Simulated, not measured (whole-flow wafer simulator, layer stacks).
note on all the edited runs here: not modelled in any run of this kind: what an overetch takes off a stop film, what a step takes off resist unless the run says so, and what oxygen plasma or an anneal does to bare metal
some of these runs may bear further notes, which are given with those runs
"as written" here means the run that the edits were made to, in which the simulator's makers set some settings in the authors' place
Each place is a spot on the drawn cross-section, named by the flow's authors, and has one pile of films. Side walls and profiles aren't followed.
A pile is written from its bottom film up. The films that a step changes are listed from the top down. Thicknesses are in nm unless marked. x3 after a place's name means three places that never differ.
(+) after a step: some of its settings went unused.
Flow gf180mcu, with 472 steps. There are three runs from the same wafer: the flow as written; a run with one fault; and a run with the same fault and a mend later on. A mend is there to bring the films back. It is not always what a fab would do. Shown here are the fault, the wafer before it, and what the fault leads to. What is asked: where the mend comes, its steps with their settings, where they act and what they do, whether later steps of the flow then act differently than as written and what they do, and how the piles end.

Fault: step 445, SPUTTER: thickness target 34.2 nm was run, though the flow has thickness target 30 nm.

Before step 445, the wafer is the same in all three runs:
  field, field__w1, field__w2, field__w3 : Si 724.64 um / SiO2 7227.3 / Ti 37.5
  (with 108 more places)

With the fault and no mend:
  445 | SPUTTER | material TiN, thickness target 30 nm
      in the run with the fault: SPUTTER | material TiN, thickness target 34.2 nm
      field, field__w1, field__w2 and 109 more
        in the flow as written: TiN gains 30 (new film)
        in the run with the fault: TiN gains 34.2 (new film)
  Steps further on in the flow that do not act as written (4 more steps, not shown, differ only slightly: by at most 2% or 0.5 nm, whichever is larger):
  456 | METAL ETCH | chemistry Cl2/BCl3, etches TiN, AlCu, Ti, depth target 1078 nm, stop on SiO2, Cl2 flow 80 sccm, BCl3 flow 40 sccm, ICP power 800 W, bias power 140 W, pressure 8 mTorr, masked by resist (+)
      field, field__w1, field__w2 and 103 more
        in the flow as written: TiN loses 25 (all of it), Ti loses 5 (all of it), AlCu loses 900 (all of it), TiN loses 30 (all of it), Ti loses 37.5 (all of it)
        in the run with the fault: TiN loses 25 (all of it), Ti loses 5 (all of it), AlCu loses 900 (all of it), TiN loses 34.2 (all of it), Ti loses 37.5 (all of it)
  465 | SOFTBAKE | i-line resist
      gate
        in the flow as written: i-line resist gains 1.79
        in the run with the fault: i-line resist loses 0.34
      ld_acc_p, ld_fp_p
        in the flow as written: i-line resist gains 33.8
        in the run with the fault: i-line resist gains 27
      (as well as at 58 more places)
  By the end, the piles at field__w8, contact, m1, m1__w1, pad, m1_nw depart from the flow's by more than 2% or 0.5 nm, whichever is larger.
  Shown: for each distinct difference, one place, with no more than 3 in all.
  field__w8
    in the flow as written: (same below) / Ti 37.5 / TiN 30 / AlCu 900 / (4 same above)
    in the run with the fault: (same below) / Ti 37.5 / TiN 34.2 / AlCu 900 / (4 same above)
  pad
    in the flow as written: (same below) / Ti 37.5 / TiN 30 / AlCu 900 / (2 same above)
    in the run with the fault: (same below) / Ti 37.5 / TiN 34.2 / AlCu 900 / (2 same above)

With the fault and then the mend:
  The mend follows step 445.
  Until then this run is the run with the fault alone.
  445a | METAL ETCH | chemistry Cl2/BCl3, etches TiN, AlCu, Ti, depth target 4.2 nm, Cl2 flow 80 sccm, BCl3 flow 40 sccm, ICP power 800 W, bias power 140 W, pressure 8 mTorr (the flow's step 260 again, with other settings)
      field, field__w1, field__w2 and 109 more
        TiN loses 4.2
  Later steps of the flow that are run all act as written at every place that is followed.
  The piles end the same as the flow's at every place that both follow.
